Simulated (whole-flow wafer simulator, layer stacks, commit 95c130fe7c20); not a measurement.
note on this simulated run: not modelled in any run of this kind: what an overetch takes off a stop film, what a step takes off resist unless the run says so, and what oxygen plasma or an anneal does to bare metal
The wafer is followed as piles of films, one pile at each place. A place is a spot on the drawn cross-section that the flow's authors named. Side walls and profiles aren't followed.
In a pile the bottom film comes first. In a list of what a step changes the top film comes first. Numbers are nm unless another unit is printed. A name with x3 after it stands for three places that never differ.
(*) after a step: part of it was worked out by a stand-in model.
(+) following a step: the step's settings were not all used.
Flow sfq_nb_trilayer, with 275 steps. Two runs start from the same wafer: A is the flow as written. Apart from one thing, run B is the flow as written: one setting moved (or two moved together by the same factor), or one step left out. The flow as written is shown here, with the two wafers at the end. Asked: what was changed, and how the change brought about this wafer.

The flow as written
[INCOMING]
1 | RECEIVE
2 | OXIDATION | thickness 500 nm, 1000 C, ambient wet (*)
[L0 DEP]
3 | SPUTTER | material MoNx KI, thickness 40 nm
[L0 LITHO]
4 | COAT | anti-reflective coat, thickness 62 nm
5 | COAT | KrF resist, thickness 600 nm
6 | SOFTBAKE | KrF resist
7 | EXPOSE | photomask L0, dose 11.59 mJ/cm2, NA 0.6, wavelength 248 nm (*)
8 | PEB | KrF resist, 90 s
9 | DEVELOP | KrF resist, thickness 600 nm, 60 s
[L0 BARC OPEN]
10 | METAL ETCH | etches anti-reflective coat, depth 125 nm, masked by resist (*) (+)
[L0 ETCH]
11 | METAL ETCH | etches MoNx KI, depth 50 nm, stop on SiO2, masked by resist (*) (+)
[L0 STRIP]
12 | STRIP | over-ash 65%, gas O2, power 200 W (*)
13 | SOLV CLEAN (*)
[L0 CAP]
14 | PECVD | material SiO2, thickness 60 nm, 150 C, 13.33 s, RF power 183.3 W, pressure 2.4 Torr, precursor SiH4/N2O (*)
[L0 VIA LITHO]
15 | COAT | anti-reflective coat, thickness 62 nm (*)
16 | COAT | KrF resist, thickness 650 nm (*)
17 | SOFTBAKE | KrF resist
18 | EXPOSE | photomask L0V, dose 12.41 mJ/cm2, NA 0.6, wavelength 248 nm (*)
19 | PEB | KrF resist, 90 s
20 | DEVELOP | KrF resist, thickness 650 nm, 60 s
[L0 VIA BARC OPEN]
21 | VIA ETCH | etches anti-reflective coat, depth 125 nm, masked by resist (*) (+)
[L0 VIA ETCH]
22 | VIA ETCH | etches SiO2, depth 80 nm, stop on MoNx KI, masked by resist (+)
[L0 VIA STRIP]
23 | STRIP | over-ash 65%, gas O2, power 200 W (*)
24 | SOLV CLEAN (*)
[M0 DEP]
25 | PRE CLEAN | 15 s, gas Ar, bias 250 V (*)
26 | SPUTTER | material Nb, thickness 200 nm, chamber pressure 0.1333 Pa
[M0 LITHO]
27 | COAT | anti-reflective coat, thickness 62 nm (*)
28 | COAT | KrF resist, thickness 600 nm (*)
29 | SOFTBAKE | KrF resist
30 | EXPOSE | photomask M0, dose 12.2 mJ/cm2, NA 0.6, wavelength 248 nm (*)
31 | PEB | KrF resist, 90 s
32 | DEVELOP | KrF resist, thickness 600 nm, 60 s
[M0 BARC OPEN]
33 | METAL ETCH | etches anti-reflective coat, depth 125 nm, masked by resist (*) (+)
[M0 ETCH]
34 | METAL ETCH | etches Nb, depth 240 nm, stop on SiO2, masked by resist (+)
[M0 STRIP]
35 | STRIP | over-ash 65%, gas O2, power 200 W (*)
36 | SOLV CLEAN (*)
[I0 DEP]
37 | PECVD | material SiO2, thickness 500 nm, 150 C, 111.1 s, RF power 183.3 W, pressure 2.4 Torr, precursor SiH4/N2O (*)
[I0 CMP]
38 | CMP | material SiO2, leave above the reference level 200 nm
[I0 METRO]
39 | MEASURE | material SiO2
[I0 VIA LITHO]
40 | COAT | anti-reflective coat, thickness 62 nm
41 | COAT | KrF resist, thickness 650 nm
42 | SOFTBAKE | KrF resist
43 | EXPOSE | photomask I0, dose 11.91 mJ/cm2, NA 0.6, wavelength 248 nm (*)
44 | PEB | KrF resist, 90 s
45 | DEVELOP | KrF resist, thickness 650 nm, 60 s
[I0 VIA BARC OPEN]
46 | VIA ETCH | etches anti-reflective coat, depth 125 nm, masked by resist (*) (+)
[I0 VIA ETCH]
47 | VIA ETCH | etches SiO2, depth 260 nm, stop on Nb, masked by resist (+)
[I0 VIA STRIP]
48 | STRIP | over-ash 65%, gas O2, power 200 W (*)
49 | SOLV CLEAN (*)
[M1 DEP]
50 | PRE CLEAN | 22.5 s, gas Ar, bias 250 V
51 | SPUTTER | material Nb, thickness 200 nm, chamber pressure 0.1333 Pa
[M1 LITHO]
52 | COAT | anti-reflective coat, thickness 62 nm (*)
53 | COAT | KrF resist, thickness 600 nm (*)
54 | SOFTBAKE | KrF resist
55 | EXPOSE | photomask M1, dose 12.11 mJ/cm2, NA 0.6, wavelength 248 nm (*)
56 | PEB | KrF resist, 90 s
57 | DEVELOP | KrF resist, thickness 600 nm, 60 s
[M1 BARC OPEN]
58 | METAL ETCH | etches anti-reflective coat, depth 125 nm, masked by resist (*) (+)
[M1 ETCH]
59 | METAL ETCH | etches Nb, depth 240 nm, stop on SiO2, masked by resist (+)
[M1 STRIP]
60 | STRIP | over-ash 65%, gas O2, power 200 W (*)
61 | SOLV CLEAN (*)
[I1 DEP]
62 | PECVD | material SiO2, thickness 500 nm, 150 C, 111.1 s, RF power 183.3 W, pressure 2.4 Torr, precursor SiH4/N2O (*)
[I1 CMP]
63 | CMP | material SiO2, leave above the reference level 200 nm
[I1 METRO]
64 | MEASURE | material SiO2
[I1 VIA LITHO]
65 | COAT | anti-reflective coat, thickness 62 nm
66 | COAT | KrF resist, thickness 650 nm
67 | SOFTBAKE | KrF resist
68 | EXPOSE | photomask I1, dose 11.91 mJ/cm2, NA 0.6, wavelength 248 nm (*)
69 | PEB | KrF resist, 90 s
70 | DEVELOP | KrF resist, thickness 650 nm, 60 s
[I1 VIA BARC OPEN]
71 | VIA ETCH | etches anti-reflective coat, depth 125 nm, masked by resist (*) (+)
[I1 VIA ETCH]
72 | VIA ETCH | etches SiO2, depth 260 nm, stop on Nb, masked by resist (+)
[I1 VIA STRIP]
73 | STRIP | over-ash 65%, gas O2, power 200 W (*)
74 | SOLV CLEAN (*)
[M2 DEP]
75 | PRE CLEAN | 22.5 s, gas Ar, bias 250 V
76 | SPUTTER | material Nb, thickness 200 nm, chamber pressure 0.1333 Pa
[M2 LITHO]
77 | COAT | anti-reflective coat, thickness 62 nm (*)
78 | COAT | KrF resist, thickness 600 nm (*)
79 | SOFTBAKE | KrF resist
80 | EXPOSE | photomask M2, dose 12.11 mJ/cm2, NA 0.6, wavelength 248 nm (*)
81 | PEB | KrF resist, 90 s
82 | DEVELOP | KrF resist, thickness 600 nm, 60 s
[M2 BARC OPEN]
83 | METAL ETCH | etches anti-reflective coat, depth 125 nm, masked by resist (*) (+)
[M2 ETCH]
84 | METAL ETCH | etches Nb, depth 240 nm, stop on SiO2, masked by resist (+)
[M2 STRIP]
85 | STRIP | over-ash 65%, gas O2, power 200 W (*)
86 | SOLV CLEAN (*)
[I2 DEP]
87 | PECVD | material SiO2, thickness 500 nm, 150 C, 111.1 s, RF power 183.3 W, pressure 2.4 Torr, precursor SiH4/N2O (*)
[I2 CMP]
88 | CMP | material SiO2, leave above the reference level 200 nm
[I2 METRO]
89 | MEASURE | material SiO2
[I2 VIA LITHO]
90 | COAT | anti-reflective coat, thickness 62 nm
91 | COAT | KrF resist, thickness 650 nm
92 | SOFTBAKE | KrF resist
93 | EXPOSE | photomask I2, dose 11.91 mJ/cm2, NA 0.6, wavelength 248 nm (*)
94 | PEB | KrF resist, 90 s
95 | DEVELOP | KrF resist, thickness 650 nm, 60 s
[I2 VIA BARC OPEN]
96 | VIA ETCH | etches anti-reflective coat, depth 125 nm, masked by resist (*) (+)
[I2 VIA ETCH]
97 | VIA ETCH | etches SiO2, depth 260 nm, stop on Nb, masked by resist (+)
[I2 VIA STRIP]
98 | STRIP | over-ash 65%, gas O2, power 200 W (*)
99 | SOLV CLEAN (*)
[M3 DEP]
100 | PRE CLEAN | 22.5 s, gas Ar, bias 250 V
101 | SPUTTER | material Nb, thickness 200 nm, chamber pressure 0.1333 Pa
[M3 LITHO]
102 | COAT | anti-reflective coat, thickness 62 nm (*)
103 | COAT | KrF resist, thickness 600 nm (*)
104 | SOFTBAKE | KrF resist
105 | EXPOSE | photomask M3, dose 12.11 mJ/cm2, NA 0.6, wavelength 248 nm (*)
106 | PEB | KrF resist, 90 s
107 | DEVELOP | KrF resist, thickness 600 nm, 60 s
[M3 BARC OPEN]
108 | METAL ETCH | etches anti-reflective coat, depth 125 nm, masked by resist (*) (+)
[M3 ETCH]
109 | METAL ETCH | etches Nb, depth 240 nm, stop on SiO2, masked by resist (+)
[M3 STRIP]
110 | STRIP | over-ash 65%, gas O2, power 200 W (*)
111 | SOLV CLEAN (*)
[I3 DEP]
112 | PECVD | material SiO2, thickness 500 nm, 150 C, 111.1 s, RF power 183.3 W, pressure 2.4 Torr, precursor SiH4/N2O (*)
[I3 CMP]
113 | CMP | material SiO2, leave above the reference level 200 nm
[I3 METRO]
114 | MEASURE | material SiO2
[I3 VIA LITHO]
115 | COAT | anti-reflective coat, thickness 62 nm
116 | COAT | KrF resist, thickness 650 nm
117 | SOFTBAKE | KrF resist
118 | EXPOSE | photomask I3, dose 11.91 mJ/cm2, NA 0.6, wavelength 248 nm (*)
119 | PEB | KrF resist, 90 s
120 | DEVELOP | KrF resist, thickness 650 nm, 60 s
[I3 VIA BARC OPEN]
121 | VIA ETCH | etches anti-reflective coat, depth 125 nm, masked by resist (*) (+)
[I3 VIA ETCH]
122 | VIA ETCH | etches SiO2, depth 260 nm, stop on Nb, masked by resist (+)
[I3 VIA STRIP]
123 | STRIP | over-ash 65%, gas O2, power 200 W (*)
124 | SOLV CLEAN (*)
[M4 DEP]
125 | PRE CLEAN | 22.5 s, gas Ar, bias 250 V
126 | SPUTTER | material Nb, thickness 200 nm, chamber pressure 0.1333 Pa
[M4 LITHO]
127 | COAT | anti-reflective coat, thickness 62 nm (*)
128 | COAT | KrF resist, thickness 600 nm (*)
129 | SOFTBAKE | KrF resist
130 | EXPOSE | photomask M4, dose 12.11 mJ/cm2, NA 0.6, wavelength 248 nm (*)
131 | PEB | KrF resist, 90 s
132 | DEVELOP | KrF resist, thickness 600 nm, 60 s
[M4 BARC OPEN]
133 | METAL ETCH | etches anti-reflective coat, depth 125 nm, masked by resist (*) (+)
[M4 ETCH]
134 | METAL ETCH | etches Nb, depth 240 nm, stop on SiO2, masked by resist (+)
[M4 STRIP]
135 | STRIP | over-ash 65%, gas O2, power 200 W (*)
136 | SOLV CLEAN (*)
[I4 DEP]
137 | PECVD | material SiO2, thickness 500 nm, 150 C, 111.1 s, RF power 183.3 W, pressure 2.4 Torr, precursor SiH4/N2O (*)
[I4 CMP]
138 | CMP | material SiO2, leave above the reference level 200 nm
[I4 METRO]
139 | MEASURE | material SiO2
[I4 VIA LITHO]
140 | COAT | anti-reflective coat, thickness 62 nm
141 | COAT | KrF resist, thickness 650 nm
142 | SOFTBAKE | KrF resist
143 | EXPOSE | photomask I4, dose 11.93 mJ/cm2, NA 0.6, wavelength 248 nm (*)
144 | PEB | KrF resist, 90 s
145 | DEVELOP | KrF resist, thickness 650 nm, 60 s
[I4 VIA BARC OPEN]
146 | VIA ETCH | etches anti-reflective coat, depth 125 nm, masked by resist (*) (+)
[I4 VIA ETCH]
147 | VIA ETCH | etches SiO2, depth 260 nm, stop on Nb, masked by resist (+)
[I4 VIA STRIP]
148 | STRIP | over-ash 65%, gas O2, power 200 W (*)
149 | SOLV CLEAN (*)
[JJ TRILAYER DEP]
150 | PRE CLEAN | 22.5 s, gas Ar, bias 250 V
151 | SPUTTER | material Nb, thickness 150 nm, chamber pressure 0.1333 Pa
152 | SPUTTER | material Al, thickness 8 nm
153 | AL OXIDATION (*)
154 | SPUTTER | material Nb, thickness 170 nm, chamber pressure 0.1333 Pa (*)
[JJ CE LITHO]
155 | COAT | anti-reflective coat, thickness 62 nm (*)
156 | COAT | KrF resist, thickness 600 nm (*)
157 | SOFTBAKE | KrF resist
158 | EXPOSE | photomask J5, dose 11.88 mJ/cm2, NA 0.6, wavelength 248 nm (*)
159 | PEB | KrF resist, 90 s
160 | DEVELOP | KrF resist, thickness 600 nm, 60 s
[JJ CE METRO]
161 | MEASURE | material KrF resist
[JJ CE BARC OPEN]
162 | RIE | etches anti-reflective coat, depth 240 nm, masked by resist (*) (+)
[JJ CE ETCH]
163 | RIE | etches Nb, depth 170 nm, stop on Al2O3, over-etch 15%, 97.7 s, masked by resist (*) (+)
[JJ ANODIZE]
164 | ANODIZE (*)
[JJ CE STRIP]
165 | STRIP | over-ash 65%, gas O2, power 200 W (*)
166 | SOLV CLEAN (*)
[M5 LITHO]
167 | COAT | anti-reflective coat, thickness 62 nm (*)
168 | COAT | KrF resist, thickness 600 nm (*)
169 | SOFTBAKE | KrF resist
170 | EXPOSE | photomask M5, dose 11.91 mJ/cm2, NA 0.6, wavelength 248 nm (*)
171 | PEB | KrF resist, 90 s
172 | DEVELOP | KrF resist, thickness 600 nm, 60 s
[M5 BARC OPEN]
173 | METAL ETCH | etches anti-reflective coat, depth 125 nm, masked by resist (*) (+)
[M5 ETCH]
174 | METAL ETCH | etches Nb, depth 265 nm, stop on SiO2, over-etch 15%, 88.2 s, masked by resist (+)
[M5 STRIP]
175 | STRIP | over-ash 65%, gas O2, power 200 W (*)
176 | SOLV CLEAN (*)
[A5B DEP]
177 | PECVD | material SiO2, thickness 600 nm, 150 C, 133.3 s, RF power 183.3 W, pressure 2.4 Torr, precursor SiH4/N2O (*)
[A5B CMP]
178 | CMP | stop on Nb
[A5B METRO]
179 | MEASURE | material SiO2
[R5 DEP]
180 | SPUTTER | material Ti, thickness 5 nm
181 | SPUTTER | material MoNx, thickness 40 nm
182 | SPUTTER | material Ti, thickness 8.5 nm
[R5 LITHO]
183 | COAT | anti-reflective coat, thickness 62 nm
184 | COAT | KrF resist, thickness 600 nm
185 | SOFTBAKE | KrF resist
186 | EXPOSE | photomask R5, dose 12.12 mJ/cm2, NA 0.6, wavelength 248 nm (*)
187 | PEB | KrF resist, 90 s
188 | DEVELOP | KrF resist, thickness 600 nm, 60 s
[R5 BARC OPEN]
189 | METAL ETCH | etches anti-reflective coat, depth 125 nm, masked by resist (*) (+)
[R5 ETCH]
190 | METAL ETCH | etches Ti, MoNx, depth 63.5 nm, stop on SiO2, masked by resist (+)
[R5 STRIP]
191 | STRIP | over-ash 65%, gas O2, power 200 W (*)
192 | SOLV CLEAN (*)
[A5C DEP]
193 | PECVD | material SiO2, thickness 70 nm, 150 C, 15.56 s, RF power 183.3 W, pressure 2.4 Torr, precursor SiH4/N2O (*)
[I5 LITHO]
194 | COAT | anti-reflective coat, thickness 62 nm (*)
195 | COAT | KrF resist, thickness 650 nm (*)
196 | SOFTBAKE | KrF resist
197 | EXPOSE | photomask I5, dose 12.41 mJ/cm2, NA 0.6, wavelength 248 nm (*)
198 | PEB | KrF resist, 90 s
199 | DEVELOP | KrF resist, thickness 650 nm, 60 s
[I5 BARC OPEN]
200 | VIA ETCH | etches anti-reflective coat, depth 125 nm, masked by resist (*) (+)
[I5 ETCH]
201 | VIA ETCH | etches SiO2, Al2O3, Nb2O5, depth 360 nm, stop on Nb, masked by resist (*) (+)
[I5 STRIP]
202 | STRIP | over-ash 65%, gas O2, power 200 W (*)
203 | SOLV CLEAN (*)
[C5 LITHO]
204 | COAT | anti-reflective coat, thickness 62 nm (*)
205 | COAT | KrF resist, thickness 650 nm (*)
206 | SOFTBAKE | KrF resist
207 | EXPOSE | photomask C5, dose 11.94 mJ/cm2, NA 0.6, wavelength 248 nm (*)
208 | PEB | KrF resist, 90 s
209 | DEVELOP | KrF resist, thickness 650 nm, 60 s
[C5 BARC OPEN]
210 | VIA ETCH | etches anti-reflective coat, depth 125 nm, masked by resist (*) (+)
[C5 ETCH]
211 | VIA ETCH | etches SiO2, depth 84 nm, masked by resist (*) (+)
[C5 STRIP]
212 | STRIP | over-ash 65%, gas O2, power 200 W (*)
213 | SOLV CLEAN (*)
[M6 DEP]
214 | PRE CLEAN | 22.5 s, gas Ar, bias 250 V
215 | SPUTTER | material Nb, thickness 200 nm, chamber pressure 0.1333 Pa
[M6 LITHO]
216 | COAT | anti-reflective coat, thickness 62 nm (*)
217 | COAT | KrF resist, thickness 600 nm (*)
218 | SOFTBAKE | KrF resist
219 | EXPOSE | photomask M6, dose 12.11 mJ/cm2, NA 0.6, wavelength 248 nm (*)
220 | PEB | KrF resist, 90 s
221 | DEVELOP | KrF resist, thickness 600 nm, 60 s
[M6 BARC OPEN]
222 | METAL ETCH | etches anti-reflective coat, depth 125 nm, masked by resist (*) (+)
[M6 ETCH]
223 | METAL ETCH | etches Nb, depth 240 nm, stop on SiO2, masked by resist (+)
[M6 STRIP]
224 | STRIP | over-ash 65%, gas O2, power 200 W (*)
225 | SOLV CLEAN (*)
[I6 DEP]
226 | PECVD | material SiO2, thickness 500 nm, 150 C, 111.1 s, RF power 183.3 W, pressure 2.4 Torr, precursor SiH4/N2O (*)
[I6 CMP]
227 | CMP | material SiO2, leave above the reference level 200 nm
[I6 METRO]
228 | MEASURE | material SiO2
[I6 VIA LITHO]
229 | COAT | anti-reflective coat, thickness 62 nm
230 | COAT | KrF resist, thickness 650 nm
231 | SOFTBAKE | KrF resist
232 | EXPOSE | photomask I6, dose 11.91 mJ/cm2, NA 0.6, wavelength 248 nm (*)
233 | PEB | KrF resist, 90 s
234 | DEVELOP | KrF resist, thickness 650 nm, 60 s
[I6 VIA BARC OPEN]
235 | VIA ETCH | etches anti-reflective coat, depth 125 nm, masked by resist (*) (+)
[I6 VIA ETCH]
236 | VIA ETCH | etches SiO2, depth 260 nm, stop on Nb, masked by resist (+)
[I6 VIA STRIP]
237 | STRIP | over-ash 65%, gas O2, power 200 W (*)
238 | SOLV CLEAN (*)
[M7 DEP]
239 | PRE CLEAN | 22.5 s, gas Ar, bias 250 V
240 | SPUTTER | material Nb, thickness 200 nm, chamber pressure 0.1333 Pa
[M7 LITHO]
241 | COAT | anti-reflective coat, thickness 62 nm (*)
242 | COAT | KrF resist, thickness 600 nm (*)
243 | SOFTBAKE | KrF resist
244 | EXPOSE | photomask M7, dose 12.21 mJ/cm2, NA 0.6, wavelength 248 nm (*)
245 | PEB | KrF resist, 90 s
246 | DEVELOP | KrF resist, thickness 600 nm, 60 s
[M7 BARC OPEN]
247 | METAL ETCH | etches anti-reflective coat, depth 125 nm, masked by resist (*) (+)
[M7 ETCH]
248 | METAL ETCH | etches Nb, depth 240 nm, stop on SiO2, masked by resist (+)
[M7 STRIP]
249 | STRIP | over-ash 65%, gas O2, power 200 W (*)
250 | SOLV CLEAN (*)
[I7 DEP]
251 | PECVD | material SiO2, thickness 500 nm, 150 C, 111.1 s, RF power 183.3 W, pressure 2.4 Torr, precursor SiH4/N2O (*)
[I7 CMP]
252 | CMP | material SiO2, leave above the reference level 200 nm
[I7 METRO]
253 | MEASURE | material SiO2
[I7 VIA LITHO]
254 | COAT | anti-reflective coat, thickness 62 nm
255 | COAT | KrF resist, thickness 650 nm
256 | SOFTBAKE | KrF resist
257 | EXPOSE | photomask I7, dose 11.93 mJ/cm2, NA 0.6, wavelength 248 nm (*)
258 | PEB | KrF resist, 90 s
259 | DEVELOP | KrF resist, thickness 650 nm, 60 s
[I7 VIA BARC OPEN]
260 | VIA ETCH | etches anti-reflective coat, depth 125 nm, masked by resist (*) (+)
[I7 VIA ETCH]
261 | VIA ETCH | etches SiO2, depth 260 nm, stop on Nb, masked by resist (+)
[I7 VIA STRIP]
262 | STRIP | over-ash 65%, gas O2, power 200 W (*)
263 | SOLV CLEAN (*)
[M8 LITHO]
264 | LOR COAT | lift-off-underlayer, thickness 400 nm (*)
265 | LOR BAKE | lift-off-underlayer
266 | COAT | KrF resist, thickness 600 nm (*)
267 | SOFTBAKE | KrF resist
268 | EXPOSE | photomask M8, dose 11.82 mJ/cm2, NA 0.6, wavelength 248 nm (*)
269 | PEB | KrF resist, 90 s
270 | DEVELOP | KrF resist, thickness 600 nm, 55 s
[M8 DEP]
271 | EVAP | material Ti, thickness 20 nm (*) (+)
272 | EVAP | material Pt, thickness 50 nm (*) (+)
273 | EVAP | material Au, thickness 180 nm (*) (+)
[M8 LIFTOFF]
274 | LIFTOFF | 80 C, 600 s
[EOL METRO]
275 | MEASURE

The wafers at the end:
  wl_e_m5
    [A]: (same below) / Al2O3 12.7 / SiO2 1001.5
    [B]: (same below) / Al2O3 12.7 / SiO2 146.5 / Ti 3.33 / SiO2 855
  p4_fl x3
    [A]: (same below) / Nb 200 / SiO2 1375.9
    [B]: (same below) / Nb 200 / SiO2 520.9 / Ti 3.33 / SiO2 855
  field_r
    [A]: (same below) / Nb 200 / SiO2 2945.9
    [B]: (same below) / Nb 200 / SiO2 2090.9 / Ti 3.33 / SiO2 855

What caused this: step 190, METAL ETCH: depth 50.16 nm was run, whereas the flow has depth 63.5 nm.

The path from the change to this, step by step:
  190 | METAL ETCH | etches Ti, MoNx, depth 63.5 nm, stop on SiO2, masked by resist (+)
      field_l, v_sur, via_wl and 92 more: A Ti loses 8.5 (all of it), MoNx loses 40 (all of it), Ti loses 5 (all of it) | B Ti loses 8.5 (all of it), MoNx loses 40 (all of it), Ti loses 1.67
      ce_l, c5j, ce_r, wl_jj: A Ti loses 8.5 (all of it), MoNx loses 40 (all of it), Ti loses 5 (all of it), Nb loses 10 | B Ti loses 8.5 (all of it), MoNx loses 40 (all of it), Ti loses 1.67
      (and at 7 other places as well)
  193 | PECVD | material SiO2, thickness 70 nm, 150 C, 15.56 s, RF power 183.3 W, pressure 2.4 Torr, precursor SiH4/N2O (*)
      field_l, v_sur, via_wl and 92 more: A SiO2 gains 70 | B SiO2 gains 70 (new film)
  194 | COAT | anti-reflective coat, thickness 62 nm (*)
      wl_j_sl, wl_j_sr: A anti-reflective coat gains 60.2 (new film) | B anti-reflective coat gains 62 (new film)
      jj_sur: A anti-reflective coat gains 60.8 (new film) | B anti-reflective coat gains 62.7 (new film)
      (and at 5 other places as well)
  201 | VIA ETCH | etches SiO2, Al2O3, Nb2O5, depth 360 nm, stop on Nb, masked by resist (*) (+)
      be: A SiO2 loses 216.4 (all of it), Al2O3 loses 12.7 (all of it), Nb2O5 loses 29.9 (all of it) | B SiO2 loses 69.8 (all of it), Ti loses 3.33 (all of it), SiO2 loses 146.5 (all of it), Al2O3 loses 12.7 (all of it), Nb2O5 loses 29.9 (all of it)
  202 | STRIP | over-ash 65%, gas O2, power 200 W (*)
      wl_j_sl, wl_j_sr: A KrF resist loses 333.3 (all of it), anti-reflective coat loses 60.2 (all of it) | B KrF resist loses 333.1 (all of it), anti-reflective coat loses 62 (all of it)
      jj_sur: A KrF resist loses 337.2 (all of it), anti-reflective coat loses 60.8 (all of it) | B KrF resist loses 336.7 (all of it), anti-reflective coat loses 62.7 (all of it)
      (and at 5 other places as well)
  204 | COAT | anti-reflective coat, thickness 62 nm (*)
      wl_j_sl, wl_j_sr: A anti-reflective coat gains 60.2 (new film) | B anti-reflective coat gains 62 (new film)
      jj_sur: A anti-reflective coat gains 59.5 (new film) | B anti-reflective coat gains 61.3 (new film)
      (and at 5 other places as well)
  210 | VIA ETCH | etches anti-reflective coat, depth 125 nm, masked by resist (*) (+)
      c5j: A anti-reflective coat loses 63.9 (all of it), SiO2 loses 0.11 | B anti-reflective coat loses 61.3 (all of it), SiO2 loses 0.12
  211 | VIA ETCH | etches SiO2, depth 84 nm, masked by resist (*) (+)
      c5j: A SiO2 loses 69.9 (all of it), Nb loses 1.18 | B SiO2 loses 69.9 (all of it)
  212 | STRIP | over-ash 65%, gas O2, power 200 W (*)
      wl_j_sl, wl_j_sr: A KrF resist loses 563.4 (all of it), anti-reflective coat loses 60.2 (all of it) | B KrF resist loses 563 (all of it), anti-reflective coat loses 62 (all of it)
      jj_sur: A KrF resist loses 562 (all of it), anti-reflective coat loses 59.5 (all of it) | B KrF resist loses 561.2 (all of it), anti-reflective coat loses 61.3 (all of it)
      (and at 4 other places as well)
  214 | PRE CLEAN | 22.5 s, gas Ar, bias 250 V
      c5j: A Nb loses 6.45 | B Ti loses 3.33 (all of it), Nb loses 1.42
  216 | COAT | anti-reflective coat, thickness 62 nm (*)
      wl_j_sl, wl_j_sr: A anti-reflective coat gains 60.2 (new film) | B anti-reflective coat gains 62 (new film)
      jj_sur: A anti-reflective coat gains 56.1 (new film) | B anti-reflective coat gains 58.5 (new film)
      (and at 5 other places as well)
  224 | STRIP | over-ash 65%, gas O2, power 200 W (*)
      wl_j_sl, wl_j_sr: A KrF resist loses 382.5 (all of it), anti-reflective coat loses 60.2 (all of it) | B KrF resist loses 382.4 (all of it), anti-reflective coat loses 62 (all of it)
      jj_sur: A KrF resist loses 378.5 (all of it), anti-reflective coat loses 56.1 (all of it) | B KrF resist loses 377.8 (all of it), anti-reflective coat loses 58.5 (all of it)
      (and at 5 other places as well)
  227 | CMP | material SiO2, leave above the reference level 200 nm
      r5r_line_l, r5r_spacepad_l, r5r_spacepad_r, r5r_line_c, r5r_line_r: A SiO2 loses 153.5 | B SiO2 loses 150.2
      ce_l, ce_r, wl_jj: A SiO2 loses 290 | B SiO2 loses 300
      (and at 1 other place as well)
With metal films that touch counted as one body, wl_e_m5 has 7 bodies (between them, from the top down: SiO2 146.5 / Al2O3 12.7 / Nb2O5 29.9; SiO2 192.5; SiO2 192.5; SiO2 192.5; SiO2 192.5; SiO2 192.5); the flow as written gives 6 bodies (between them, from the top down: SiO2 192.5; SiO2 192.5; SiO2 192.5; SiO2 192.5; SiO2 192.5).
With metal films that touch counted as one body, p4_fl x3 has 3 bodies (between them, from the top down: SiO2 520.9; SiO2 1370); the flow as written gives 2 bodies (between them, from the top down: SiO2 1370).
With metal films that touch counted as one body, field_r has 2 bodies (between them, from the top down: SiO2 2090.9); the flow as written gives 1 body.
